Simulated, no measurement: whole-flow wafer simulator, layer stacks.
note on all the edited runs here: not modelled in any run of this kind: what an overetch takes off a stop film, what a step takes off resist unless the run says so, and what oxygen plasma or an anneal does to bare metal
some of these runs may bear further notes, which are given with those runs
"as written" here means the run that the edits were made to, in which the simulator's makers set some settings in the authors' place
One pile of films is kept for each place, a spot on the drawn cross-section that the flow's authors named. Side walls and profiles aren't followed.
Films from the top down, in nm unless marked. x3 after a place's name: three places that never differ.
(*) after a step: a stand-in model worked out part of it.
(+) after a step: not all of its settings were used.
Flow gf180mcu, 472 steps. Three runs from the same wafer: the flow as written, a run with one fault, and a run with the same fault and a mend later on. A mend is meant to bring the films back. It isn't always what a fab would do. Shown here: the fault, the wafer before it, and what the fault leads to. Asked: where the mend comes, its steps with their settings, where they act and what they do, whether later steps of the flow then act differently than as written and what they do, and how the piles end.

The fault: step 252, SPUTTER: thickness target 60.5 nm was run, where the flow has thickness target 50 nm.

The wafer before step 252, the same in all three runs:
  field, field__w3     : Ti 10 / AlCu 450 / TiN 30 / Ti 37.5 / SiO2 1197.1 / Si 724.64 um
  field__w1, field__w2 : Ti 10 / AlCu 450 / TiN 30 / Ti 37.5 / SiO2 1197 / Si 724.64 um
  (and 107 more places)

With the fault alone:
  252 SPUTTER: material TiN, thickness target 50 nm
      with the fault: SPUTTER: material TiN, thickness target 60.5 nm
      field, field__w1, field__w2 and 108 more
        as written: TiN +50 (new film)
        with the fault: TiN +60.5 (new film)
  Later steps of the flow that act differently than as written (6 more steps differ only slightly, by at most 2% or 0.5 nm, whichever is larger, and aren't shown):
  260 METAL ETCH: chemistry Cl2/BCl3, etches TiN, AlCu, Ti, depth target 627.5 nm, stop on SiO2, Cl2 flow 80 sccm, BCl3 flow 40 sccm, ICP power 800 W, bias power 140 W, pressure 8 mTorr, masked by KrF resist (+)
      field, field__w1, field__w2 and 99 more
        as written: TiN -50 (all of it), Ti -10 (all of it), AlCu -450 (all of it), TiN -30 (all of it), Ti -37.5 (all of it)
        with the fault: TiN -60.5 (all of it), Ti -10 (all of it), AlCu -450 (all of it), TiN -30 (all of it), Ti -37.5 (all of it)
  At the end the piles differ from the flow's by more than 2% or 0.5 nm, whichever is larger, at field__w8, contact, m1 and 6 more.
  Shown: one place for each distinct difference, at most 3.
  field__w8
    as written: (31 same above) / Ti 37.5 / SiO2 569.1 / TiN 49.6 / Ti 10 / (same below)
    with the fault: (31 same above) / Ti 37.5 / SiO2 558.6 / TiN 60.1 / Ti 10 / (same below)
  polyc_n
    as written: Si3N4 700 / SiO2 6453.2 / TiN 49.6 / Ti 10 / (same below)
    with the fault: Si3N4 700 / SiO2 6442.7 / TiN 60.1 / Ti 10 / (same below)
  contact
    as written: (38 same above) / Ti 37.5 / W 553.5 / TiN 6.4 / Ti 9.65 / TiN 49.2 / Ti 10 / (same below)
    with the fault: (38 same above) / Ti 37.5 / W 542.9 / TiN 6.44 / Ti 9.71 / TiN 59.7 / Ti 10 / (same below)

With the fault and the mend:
  The mend comes after step 259.
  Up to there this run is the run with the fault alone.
  259a STRIP: chemistry O2/N2, power 2160 W, pressure 1700 mTorr (*)
      field__w8, contact, m1 and 6 more
        KrF resist -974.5 (all of it)
  259b METAL ETCH: chemistry Cl2/BCl3, etches TiN, AlCu, Ti, depth target 10.5 nm, Cl2 flow 80 sccm, BCl3 flow 40 sccm, ICP power 800 W, bias power 140 W, pressure 8 mTorr
      field, field__w1, field__w2 and 108 more
        TiN -10.5
  259c HMDS: 120 C, 60 s (the flow's step 254 once more)
      changes no film at any place that is followed
  259d COAT: KrF resist, thickness 1000 nm (the flow's step 255 once more)
      field, field__w1, field__w2 and 108 more
        KrF resist +1000 (new film)
  259e SOFTBAKE: KrF resist (the flow's step 256 once more)
      changes no film at any place that is followed
  259f EXPOSE: photomask Metal1 (the flow's step 257 once more)
      changes no film at any place that is followed
  259g PEB: KrF resist, 135 C, 90 s (the flow's step 258 once more)
      field, field__w1, field__w2 and 108 more
        KrF resist -10.5
  259h DEVELOP: thickness 1000 nm, 60 s (the flow's step 259 once more)
      field, field__w1, field__w2 and 99 more
        KrF resist -989.5 (all of it)
      field__w8, contact, m1 and 6 more
        KrF resist -14.9
  No later step of the flow acts differently than as written at any place that is followed.
  At the end the piles are the same as the flow's at every place that both follow.
